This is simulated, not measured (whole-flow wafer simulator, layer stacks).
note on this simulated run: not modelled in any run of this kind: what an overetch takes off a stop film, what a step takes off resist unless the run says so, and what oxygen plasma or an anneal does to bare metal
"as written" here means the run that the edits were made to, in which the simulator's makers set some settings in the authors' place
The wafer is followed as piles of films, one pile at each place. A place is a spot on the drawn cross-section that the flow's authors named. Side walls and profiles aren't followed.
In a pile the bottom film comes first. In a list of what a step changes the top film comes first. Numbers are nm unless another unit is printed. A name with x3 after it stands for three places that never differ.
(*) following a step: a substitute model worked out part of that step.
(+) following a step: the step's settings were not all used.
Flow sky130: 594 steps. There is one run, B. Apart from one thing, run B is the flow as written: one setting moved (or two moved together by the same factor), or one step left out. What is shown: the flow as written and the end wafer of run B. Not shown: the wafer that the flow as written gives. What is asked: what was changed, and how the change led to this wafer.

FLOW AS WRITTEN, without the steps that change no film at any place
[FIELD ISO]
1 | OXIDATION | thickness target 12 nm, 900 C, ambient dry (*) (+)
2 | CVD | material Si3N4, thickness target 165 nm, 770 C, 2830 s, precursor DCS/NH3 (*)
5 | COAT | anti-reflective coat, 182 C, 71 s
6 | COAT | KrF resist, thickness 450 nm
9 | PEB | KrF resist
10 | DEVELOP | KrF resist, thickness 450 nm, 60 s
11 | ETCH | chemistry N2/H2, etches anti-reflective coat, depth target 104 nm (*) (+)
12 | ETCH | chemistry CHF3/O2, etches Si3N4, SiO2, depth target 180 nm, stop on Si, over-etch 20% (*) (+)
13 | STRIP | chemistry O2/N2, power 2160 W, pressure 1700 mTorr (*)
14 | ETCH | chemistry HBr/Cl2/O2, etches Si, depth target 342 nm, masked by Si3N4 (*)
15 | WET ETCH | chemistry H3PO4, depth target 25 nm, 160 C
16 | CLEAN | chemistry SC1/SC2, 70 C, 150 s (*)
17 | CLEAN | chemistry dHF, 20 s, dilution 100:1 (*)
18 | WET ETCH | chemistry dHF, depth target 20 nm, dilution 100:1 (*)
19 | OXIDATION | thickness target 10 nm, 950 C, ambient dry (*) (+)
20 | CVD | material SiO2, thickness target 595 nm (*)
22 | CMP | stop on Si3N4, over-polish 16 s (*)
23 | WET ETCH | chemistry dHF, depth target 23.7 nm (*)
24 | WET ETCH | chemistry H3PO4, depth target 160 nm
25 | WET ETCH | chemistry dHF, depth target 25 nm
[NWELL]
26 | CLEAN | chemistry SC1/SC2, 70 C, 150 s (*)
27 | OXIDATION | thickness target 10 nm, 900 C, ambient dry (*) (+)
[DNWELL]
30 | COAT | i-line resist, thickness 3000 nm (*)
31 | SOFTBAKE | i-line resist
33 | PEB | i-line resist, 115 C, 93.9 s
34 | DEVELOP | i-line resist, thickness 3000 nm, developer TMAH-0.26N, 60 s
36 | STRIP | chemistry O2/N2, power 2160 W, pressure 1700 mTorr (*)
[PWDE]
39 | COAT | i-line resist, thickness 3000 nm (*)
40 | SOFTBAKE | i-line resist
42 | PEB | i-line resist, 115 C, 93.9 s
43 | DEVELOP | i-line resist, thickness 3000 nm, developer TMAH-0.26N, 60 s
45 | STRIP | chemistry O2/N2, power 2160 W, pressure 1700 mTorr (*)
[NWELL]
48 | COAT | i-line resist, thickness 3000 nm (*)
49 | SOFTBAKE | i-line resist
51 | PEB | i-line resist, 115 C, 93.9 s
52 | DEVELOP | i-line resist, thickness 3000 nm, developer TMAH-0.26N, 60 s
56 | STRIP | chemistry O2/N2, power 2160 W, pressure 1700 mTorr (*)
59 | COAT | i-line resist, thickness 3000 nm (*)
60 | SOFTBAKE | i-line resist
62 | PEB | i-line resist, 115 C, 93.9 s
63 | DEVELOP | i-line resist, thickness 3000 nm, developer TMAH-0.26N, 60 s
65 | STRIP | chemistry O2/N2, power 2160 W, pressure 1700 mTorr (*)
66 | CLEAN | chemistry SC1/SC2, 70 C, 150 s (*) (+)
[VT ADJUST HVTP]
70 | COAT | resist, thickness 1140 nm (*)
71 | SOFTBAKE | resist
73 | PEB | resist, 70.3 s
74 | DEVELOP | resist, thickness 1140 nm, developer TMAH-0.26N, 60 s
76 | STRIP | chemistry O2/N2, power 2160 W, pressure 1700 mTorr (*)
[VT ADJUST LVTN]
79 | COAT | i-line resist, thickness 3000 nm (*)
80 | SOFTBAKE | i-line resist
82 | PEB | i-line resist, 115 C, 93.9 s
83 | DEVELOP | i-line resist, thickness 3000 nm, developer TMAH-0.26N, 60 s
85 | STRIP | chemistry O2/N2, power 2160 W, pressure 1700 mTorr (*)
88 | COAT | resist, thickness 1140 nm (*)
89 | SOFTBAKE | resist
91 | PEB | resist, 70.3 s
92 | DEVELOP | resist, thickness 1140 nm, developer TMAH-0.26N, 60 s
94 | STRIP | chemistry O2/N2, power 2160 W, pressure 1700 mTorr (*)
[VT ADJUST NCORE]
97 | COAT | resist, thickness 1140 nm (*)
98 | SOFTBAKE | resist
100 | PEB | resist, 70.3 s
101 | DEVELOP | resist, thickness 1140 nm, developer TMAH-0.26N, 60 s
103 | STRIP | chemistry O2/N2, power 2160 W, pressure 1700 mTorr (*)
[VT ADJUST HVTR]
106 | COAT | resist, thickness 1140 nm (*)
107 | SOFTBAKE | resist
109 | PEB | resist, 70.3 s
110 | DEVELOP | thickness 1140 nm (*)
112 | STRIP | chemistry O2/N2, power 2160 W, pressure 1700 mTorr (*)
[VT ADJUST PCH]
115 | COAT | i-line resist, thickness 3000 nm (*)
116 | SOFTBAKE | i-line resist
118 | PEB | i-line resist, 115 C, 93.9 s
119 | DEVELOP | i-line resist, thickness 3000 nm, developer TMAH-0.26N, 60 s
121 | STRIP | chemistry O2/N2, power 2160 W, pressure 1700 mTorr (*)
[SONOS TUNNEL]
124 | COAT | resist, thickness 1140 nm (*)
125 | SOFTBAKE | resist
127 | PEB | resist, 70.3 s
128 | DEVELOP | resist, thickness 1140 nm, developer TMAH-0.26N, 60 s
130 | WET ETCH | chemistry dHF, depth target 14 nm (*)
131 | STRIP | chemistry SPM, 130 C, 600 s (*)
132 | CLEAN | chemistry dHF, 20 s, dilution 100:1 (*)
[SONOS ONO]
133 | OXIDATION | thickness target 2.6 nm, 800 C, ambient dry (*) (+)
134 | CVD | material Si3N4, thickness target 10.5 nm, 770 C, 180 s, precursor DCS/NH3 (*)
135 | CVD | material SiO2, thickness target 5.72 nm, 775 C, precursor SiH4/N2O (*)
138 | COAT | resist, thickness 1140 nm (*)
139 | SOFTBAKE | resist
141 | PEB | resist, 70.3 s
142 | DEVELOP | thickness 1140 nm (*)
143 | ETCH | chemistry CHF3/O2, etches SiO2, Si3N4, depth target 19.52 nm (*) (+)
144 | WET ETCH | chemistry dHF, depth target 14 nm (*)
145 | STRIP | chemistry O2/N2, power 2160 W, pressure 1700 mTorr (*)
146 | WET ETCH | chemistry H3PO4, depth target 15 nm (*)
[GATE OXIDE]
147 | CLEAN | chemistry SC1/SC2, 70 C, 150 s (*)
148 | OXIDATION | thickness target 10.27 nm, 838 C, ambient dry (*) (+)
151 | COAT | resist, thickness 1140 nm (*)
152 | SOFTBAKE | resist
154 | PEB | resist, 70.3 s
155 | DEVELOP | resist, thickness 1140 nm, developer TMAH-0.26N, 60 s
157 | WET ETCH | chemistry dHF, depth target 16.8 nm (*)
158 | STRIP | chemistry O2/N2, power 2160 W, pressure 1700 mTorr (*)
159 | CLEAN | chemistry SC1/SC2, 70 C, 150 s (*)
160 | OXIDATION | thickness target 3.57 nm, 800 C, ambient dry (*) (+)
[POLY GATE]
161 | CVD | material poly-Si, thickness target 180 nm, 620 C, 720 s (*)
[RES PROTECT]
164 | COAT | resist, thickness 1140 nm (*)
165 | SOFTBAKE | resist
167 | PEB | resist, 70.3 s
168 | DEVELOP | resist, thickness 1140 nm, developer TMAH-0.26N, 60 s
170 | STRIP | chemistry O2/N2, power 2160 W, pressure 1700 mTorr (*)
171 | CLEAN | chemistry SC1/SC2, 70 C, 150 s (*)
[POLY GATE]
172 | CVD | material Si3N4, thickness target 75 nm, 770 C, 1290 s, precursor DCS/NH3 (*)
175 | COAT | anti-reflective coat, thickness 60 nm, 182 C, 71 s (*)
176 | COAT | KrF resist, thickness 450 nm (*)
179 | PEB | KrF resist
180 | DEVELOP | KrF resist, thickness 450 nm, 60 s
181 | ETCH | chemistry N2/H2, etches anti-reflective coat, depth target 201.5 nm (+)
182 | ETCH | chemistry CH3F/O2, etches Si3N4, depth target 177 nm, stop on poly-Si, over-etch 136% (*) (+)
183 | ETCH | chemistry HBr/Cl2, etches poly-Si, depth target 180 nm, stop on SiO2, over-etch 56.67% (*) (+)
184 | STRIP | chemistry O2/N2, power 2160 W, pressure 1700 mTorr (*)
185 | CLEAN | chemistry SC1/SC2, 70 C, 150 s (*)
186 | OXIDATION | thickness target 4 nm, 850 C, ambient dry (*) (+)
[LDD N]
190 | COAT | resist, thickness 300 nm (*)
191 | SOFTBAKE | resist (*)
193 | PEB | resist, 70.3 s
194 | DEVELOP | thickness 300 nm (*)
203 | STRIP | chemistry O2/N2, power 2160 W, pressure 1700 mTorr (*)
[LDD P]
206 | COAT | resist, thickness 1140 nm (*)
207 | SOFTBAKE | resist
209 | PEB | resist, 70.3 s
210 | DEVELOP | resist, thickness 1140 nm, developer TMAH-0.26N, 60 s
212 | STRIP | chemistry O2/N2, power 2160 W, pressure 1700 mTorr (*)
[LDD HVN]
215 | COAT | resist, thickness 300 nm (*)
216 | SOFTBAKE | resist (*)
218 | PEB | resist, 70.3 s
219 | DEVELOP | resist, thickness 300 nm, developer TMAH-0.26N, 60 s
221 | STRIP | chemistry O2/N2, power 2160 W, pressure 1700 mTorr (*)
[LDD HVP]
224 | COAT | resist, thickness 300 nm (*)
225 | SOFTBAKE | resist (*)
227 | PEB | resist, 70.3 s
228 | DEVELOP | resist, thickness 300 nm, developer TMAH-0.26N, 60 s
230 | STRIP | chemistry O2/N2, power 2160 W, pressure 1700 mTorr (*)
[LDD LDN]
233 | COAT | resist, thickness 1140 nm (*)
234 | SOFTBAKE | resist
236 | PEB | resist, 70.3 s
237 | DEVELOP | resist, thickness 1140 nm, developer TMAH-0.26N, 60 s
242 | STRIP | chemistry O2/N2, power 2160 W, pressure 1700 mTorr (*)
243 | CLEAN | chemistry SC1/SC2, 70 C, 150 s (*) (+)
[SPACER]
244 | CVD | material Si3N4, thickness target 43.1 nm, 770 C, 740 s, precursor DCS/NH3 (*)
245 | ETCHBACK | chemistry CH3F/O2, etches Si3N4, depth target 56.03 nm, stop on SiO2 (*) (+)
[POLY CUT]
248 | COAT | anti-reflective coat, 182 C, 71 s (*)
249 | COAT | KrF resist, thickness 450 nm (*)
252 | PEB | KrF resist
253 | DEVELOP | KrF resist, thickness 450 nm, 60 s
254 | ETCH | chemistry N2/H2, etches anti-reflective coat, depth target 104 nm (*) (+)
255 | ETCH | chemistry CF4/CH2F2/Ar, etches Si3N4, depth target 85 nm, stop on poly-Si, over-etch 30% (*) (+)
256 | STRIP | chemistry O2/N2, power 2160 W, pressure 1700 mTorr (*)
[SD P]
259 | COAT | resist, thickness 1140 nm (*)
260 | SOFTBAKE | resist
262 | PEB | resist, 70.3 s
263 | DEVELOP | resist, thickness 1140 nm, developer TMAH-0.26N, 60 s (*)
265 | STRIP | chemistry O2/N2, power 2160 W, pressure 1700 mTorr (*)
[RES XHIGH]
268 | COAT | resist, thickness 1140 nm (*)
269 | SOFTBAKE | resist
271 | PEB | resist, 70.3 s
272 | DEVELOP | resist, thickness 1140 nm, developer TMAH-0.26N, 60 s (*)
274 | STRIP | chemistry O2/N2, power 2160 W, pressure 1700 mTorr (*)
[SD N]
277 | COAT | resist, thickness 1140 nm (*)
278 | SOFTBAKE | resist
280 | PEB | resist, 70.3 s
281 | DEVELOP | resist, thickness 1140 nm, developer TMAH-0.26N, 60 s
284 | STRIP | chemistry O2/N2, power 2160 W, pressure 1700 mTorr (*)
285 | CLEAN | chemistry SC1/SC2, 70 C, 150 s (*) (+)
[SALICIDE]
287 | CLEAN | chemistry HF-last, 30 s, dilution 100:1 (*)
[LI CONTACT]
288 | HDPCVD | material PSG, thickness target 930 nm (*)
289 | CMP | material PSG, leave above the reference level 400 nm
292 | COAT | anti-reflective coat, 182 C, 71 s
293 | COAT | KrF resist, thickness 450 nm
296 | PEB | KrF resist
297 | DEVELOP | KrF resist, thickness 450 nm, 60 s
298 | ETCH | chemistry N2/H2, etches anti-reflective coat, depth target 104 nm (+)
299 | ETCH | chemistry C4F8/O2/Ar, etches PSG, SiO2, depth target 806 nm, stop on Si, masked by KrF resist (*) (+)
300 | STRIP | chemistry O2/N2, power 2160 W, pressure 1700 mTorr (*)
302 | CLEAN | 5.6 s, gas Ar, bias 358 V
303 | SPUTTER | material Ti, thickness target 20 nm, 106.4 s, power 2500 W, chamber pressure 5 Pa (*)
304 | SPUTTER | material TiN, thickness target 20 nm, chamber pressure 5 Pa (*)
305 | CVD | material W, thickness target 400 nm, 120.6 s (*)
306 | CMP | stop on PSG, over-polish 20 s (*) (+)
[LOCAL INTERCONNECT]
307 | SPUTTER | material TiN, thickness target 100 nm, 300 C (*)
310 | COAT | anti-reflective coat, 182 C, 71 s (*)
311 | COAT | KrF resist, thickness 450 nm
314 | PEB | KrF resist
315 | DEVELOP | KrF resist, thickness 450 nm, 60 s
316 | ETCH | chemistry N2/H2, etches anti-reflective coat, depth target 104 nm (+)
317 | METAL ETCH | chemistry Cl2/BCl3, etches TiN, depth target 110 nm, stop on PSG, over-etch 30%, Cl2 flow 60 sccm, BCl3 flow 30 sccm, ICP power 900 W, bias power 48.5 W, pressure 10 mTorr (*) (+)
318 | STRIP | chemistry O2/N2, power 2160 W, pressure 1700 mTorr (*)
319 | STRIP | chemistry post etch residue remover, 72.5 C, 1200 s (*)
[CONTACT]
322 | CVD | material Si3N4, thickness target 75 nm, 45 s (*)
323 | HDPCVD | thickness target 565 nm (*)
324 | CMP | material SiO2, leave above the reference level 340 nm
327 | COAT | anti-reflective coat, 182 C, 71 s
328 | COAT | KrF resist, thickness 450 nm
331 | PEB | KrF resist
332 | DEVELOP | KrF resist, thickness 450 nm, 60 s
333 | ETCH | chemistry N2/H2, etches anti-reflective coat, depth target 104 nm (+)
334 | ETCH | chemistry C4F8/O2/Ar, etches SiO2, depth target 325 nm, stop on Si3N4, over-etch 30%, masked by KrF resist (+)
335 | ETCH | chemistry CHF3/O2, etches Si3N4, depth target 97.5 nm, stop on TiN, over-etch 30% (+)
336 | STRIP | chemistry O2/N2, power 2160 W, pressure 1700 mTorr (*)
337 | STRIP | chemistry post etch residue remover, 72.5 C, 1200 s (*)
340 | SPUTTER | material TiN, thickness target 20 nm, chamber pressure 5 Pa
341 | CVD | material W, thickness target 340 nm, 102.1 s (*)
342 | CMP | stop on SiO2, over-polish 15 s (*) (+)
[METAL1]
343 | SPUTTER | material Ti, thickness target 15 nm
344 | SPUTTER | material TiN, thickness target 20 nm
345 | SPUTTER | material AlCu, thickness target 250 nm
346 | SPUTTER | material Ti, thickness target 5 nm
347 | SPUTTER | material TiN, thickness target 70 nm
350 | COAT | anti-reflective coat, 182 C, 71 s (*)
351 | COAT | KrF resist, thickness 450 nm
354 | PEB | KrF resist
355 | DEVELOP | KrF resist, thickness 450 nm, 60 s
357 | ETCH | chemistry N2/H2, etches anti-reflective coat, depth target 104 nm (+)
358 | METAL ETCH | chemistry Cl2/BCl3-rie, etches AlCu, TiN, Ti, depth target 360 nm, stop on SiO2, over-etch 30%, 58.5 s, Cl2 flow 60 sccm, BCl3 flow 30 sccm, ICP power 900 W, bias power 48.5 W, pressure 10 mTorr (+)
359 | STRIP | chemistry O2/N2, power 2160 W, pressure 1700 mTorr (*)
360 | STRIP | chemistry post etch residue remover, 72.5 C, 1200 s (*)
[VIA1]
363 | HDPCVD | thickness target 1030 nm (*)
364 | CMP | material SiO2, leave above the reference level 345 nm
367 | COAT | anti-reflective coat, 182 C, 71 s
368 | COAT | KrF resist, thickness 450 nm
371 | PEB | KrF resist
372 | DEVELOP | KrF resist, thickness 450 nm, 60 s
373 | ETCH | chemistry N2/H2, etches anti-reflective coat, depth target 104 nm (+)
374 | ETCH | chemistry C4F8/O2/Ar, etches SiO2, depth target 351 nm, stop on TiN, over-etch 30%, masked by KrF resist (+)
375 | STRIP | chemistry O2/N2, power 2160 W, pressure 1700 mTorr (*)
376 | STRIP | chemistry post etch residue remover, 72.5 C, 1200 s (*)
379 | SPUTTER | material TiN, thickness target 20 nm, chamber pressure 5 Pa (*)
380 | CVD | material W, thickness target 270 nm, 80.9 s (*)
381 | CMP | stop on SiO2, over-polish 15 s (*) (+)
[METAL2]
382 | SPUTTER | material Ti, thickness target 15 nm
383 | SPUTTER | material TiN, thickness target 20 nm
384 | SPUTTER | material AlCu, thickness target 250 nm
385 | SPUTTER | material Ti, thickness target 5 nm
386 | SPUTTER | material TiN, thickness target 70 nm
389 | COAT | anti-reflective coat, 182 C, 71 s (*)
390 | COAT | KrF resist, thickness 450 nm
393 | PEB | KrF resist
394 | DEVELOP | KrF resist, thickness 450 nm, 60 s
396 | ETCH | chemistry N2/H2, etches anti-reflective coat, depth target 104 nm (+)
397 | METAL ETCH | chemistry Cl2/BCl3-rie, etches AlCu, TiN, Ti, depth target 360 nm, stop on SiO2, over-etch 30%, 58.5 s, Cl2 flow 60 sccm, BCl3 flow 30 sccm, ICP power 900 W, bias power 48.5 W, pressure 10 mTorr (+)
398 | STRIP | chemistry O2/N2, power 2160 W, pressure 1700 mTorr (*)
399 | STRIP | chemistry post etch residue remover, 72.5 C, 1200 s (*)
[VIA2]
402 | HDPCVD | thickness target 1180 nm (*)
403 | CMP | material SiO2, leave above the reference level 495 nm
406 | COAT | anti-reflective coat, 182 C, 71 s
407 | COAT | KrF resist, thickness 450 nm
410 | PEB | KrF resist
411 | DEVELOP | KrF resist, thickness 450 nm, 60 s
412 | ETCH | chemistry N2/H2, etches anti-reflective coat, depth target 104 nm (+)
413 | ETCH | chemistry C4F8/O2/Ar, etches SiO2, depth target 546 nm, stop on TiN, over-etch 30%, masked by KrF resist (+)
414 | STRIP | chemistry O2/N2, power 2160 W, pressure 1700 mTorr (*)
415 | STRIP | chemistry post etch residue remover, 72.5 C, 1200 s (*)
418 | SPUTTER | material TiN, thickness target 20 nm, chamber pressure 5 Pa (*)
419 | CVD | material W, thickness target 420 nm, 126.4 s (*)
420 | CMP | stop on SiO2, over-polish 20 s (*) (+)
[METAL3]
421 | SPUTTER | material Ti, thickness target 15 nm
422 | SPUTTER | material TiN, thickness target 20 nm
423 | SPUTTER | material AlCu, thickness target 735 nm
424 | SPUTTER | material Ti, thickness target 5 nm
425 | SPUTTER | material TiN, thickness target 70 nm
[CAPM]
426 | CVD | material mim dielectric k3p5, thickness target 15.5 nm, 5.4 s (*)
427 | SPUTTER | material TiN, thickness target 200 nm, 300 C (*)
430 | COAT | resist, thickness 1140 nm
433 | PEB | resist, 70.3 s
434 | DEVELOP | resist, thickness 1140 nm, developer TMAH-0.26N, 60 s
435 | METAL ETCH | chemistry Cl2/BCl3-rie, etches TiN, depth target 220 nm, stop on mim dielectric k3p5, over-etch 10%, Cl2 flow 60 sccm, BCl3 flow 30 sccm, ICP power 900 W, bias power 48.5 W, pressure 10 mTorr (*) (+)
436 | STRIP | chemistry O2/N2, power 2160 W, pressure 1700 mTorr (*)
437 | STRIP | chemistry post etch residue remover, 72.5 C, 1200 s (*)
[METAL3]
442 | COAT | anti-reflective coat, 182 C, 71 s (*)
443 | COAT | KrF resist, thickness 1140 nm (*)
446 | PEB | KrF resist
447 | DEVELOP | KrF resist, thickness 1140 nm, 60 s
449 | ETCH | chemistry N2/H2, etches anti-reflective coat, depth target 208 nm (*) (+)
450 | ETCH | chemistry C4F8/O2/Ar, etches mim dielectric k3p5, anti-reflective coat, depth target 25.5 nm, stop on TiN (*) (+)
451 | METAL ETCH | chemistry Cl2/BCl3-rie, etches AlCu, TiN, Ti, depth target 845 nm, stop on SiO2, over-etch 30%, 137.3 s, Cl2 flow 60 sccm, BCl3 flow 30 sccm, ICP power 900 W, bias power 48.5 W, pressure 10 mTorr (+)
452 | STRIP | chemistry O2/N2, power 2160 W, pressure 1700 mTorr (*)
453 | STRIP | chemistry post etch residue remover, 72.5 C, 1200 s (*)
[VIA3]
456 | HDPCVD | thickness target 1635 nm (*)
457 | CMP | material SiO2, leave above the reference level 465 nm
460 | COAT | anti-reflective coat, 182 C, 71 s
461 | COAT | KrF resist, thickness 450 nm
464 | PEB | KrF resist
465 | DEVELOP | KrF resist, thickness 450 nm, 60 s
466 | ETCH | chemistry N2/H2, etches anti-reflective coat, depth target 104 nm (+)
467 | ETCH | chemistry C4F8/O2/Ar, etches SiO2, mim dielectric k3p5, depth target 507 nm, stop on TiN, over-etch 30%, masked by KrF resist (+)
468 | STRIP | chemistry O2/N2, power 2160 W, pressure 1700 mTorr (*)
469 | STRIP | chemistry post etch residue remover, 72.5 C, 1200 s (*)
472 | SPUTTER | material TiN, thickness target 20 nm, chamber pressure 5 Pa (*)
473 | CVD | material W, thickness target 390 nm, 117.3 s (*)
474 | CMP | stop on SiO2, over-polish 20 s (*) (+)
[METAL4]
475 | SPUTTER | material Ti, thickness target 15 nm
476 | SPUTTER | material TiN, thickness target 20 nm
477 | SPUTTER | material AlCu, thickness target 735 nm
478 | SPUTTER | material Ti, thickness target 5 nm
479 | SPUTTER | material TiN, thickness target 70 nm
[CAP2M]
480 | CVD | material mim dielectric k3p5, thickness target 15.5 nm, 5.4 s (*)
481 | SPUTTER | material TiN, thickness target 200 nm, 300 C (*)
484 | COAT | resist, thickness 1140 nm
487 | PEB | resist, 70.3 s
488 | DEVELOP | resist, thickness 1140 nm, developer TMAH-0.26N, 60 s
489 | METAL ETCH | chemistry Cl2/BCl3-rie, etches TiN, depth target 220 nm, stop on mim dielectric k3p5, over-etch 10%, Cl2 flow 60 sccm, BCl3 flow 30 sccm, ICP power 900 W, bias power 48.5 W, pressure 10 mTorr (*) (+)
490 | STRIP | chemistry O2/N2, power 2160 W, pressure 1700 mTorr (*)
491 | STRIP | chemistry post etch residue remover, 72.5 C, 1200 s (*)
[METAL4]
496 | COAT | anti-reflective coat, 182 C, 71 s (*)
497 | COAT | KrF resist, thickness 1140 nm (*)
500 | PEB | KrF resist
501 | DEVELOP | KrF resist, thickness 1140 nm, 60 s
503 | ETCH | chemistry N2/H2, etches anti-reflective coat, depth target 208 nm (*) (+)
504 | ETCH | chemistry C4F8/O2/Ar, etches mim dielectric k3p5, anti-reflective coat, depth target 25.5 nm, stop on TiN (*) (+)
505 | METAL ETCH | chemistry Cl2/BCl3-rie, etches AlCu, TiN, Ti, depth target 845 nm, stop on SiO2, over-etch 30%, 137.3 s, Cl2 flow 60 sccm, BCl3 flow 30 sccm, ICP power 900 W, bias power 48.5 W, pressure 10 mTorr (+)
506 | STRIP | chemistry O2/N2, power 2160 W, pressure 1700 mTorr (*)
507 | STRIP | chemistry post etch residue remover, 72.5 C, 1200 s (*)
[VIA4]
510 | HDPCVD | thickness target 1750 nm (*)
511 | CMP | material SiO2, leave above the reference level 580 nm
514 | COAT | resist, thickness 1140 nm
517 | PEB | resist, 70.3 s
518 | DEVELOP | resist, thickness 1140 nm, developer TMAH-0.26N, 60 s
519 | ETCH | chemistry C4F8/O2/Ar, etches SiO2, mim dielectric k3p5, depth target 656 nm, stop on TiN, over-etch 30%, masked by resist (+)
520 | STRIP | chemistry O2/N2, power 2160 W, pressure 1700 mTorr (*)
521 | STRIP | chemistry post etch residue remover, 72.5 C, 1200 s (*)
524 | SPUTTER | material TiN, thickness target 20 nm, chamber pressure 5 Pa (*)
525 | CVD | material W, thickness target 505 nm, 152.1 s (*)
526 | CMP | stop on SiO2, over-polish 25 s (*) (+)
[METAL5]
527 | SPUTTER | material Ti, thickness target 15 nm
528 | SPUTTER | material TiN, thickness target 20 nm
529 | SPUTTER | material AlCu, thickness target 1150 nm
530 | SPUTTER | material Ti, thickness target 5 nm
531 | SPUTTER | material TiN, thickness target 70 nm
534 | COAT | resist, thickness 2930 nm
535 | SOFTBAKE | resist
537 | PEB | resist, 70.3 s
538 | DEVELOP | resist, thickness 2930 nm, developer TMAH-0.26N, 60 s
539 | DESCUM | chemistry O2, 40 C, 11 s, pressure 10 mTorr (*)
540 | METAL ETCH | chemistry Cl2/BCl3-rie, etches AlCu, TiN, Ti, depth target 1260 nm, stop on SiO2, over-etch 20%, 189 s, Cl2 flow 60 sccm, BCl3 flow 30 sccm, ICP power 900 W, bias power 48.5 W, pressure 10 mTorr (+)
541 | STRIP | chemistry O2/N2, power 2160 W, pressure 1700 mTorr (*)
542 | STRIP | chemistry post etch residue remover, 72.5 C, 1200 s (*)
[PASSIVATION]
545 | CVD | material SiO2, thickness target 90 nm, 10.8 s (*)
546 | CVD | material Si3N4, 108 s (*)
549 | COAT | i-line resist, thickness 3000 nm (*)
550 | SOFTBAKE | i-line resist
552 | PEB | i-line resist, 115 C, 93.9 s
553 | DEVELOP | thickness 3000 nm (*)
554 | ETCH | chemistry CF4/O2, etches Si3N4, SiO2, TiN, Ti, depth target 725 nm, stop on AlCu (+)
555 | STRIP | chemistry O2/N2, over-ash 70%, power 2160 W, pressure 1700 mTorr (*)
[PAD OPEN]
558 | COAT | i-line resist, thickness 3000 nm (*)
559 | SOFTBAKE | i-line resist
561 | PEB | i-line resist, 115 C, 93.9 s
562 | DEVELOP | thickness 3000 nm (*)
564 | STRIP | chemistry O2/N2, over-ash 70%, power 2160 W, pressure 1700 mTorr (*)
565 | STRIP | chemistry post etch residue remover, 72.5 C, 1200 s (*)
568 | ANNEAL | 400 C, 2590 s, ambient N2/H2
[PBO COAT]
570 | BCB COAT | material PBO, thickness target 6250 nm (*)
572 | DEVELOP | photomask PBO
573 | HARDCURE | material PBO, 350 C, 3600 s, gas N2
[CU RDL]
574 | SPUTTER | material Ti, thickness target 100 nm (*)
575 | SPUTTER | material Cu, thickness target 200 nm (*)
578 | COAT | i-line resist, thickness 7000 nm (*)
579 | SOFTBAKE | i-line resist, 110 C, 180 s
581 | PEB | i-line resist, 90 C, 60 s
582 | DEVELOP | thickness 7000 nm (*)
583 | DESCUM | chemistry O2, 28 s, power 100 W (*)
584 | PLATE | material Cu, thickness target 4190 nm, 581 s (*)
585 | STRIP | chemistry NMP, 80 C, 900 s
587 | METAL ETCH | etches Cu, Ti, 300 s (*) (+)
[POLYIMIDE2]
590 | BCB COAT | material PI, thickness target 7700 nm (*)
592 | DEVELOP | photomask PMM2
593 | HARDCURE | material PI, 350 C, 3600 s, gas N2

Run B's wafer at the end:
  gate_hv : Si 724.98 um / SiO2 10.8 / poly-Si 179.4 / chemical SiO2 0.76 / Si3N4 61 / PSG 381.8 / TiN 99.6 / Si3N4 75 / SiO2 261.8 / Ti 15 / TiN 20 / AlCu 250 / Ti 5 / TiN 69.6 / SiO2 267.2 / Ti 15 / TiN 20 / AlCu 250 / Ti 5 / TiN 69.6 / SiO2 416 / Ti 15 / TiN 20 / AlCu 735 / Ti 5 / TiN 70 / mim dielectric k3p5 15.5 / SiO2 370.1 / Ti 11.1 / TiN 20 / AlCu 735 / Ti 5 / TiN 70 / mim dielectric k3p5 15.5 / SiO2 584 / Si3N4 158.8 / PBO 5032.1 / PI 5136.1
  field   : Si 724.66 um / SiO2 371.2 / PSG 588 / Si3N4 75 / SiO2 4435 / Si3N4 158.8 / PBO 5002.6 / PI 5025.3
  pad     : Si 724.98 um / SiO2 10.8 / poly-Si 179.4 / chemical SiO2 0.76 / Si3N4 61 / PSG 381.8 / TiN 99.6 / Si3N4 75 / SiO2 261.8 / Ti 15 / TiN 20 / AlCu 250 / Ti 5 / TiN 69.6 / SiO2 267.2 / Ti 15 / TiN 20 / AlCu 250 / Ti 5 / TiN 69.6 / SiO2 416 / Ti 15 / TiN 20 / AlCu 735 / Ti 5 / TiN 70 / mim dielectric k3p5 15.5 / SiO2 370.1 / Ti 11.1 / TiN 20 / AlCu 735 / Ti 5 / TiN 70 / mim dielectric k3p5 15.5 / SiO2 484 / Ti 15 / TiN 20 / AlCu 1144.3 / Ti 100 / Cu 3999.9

Cause: step 475, SPUTTER: thickness target 11.1 nm was run, whereas the flow has thickness target 15 nm.
The wafer itself shows it: gate_hv has Ti 11.1, and step 475 as written asks for 15 nm.

How this came from the change, step by step:
  475 | SPUTTER | material Ti, thickness target 15 nm
      field, active, n_well and 189 more: +11.1 Ti (new film) (it would be, as written: +15 Ti (new film))
  505 | METAL ETCH | chemistry Cl2/BCl3-rie, etches AlCu, TiN, Ti, depth target 845 nm, stop on SiO2, over-etch 30%, 137.3 s, Cl2 flow 60 sccm, BCl3 flow 30 sccm, ICP power 900 W, bias power 48.5 W, pressure 10 mTorr (+)
      field, gate, spacer and 68 more: -70 TiN (all of it), -5 Ti (all of it), -735 AlCu (all of it), -20 TiN (all of it), -11.1 Ti (all of it), -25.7 SiO2 (it would be, as written: -70 TiN (all of it), -5 Ti (all of it), -735 AlCu (all of it), -20 TiN (all of it), -15 Ti (all of it), -25.4 SiO2)
      active, vpp_iso1, mim_edge_plate and 14 more: -70 TiN (all of it), -5 Ti (all of it), -735 AlCu (all of it), -20 TiN (all of it), -11.1 Ti (all of it), -25.7 SiO2 (it would be, as written: -70 TiN (all of it), -5 Ti (all of it), -735 AlCu (all of it), -20 TiN (all of it), -15 Ti (all of it), -25.3 SiO2)
